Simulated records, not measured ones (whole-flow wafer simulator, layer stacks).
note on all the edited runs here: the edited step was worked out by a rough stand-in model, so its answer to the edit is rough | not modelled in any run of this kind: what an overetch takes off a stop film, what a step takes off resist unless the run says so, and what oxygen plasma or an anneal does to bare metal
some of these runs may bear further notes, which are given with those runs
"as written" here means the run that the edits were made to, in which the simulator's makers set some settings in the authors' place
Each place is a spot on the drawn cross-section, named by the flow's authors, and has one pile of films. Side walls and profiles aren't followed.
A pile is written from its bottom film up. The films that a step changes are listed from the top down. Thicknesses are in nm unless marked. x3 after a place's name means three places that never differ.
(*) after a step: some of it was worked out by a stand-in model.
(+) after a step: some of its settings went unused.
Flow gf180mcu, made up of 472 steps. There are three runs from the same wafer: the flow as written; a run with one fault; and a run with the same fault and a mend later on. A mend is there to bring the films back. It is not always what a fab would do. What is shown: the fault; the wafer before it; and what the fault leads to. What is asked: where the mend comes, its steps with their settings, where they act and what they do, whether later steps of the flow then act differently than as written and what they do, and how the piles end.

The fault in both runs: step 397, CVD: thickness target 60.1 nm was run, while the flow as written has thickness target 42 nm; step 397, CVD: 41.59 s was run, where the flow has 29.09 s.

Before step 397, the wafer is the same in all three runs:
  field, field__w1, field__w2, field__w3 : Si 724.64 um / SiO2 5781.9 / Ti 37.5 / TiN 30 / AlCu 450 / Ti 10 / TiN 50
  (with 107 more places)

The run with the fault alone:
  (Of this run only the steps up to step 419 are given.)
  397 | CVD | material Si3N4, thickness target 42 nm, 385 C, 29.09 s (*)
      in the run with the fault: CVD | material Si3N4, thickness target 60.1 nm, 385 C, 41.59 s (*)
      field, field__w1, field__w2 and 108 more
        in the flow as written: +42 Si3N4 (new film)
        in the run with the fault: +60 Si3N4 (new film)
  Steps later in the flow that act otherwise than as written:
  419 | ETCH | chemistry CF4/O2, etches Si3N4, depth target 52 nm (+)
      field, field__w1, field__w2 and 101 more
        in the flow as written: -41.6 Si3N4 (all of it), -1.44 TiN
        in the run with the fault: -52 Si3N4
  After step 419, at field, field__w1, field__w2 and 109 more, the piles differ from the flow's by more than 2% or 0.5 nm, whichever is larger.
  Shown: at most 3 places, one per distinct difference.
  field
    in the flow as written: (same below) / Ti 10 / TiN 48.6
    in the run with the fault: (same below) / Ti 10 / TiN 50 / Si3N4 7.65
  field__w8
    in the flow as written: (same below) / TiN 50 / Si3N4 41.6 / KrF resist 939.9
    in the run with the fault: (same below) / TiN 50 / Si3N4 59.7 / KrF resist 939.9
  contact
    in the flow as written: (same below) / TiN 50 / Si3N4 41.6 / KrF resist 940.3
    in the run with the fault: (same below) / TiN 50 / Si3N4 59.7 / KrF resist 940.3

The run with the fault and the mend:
  The mend stands after step 397.
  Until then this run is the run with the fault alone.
  397a | WET ETCH | chemistry H3PO4, depth target 18.1 nm, 160 C (the flow's step 14, run once more with other settings)
      field, field__w1, field__w2 and 108 more
        -18.1 Si3N4
  Every later step of the flow that is run acts as written, at every place that is followed, to within 2% or 0.5 nm, whichever is larger.
  When the end is reached, the piles differ only a little from the flow's at the places that both follow, at most by 2% or 0.5 nm, whichever is larger.
